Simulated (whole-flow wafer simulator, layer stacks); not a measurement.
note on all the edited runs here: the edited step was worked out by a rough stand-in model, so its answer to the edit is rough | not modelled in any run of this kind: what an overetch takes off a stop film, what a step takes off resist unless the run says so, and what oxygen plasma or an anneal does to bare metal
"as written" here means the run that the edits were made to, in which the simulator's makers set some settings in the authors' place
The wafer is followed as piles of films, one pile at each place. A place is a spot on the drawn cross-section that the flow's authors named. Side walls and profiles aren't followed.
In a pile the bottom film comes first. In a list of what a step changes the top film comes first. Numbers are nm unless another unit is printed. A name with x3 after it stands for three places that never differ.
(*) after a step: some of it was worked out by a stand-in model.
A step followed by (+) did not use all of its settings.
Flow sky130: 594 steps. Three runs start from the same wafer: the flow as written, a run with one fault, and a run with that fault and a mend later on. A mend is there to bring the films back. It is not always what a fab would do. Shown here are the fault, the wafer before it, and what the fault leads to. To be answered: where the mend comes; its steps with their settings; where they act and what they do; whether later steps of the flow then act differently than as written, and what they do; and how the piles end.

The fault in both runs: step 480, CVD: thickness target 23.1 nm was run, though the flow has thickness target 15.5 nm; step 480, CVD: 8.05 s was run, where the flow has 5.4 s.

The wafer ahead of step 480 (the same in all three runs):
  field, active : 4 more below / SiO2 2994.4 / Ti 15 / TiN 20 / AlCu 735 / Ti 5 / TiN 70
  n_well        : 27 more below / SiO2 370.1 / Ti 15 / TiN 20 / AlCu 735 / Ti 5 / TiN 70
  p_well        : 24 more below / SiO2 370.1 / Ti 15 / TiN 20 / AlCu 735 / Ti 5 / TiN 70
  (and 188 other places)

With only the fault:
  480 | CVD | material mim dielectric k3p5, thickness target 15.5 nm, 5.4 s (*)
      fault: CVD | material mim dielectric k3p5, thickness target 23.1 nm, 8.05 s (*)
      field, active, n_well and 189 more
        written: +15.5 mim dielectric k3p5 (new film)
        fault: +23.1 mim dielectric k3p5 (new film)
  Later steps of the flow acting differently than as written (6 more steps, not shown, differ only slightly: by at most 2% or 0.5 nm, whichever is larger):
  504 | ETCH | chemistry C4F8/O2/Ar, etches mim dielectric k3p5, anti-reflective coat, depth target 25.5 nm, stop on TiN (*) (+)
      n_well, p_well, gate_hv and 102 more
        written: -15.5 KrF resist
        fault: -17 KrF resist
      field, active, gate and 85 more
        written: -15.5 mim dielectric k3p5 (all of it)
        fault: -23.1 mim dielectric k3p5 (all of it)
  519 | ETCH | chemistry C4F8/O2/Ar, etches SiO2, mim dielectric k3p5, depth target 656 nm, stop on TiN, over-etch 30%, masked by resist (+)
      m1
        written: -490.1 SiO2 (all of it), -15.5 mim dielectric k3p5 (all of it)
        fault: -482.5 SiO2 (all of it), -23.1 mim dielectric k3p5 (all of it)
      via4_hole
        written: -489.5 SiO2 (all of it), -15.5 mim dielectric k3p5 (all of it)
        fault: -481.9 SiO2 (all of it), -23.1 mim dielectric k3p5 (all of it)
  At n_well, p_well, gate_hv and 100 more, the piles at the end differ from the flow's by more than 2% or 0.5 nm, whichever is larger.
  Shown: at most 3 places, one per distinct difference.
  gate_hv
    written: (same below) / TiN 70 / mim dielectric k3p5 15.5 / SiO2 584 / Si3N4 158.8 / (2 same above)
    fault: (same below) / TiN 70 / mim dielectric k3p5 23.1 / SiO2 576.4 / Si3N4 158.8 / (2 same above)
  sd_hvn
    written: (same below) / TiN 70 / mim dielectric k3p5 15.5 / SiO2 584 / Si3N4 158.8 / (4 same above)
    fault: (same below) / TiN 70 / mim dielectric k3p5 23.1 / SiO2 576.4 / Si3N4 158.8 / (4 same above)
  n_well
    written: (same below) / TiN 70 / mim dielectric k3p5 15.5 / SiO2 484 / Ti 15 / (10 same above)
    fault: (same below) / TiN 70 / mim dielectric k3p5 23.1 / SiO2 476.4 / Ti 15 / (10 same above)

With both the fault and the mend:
  The mend stands after step 480.
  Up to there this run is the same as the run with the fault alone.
  480a | ETCH | chemistry C4F8/O2/Ar, etches mim dielectric k3p5, anti-reflective coat, depth target 7.6 nm (*) (a further turn of the flow's step 450, with different settings)
      field, active, n_well and 189 more
        -7.6 mim dielectric k3p5
  Every later step of the flow that is run acts as written at every place that is followed.
  At every place that both follow, the piles at the end match the flow's.
